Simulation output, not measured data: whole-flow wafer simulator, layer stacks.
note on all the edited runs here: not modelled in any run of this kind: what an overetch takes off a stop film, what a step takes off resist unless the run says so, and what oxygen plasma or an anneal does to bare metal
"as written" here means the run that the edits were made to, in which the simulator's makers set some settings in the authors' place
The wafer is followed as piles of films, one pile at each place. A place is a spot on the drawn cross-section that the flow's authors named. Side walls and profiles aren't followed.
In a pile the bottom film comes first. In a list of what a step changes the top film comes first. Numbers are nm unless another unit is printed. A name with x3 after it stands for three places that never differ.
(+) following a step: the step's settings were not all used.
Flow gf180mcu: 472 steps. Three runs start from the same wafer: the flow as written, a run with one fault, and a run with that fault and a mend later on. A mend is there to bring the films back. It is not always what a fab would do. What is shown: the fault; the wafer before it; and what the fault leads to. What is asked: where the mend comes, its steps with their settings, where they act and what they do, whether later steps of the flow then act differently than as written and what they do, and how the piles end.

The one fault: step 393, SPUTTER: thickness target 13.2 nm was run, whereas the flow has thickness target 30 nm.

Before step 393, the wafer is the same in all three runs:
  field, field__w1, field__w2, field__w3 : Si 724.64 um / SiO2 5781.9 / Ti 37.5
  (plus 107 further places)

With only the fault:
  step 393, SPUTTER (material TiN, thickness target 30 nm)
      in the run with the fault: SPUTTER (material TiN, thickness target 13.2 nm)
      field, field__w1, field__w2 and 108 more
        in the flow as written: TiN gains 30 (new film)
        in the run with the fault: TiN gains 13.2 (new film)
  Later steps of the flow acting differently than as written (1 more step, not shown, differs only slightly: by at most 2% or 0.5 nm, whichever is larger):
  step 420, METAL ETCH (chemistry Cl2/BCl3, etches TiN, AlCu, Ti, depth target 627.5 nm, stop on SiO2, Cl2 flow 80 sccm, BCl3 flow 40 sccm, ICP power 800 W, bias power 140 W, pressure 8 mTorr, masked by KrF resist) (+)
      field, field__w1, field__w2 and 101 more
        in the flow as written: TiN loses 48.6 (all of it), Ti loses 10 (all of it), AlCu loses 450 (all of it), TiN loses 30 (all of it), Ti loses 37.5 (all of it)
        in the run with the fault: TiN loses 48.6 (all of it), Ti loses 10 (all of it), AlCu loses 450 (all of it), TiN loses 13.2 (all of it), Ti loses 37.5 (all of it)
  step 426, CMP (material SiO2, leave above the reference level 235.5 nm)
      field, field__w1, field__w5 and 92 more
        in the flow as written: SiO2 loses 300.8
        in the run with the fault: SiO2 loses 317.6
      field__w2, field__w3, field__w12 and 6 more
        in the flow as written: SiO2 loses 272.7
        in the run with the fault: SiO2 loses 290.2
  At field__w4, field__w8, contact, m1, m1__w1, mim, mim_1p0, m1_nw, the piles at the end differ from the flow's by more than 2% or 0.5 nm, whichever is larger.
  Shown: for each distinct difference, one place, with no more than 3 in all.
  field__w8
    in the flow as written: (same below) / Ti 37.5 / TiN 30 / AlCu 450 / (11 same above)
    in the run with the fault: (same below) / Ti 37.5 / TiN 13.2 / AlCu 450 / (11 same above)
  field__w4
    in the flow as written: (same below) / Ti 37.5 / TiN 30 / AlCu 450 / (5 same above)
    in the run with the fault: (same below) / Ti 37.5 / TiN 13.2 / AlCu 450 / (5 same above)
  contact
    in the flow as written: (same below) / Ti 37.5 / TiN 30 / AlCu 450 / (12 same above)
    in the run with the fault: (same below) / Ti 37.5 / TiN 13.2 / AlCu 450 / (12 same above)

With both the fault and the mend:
  The mend stands after step 393.
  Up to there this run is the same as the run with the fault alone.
  step 393a, SPUTTER (material TiN, thickness target 16.8 nm) (a further turn of the flow's step 393, with different settings)
      field, field__w1, field__w2 and 108 more
        TiN gains 16.8
  Later steps of the flow that are run all act as written at every place that is followed.
  The piles end the same as the flow's at every place that both follow.
